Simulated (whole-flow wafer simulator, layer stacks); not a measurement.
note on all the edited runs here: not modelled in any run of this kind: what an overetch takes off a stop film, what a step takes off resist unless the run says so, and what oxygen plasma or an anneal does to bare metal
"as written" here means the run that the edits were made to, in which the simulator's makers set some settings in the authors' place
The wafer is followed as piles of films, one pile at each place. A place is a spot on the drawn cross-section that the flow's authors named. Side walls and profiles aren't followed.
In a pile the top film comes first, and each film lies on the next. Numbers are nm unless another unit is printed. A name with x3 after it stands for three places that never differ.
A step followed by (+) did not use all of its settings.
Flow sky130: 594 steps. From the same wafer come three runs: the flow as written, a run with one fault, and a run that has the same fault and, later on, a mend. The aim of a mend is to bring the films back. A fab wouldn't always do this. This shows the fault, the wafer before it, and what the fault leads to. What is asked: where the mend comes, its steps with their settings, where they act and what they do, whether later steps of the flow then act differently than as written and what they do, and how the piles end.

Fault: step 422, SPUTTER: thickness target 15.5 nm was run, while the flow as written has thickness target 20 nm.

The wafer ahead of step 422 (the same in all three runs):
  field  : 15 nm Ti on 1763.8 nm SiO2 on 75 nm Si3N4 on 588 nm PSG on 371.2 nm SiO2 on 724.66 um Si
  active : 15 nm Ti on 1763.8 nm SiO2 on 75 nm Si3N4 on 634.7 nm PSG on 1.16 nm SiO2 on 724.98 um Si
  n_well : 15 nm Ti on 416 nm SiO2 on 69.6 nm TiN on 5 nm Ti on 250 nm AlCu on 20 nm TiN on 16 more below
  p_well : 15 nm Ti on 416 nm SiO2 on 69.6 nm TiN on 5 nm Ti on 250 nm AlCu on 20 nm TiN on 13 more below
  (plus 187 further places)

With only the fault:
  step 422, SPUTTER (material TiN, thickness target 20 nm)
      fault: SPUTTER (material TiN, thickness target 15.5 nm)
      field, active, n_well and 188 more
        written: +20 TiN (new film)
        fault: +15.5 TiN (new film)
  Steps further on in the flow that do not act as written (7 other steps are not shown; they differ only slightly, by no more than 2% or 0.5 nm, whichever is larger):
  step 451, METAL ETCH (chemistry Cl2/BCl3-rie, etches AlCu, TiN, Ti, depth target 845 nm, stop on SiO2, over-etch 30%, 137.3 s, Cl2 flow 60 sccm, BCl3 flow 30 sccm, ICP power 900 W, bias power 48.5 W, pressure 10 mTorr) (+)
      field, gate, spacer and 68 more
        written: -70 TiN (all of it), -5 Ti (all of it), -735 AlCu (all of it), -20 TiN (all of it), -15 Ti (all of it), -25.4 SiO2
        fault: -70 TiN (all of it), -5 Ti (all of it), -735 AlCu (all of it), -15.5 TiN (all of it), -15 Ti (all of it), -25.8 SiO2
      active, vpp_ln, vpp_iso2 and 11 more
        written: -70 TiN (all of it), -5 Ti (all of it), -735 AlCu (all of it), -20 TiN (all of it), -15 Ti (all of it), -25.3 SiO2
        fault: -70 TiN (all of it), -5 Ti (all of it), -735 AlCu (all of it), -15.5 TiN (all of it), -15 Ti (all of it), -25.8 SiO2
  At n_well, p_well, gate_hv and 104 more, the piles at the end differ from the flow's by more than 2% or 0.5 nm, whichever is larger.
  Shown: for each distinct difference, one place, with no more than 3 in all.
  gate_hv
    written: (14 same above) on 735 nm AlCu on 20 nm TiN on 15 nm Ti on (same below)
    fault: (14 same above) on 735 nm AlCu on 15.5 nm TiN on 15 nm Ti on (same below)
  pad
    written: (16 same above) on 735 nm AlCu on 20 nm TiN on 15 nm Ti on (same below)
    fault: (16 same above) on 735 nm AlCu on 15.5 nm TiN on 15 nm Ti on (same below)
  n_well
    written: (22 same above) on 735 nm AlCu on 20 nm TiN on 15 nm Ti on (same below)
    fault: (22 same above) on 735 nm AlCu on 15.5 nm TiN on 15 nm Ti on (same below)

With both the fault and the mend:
  After step 422 comes the mend.
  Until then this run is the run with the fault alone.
  step 422a, SPUTTER (material TiN, thickness target 4.5 nm) (the flow's step 422, run once more with other settings)
      field, active, n_well and 188 more
        +4.5 TiN
  Every later step of the flow that is run acts as written at every place that is followed.
  At every place that both follow, the piles at the end match the flow's.
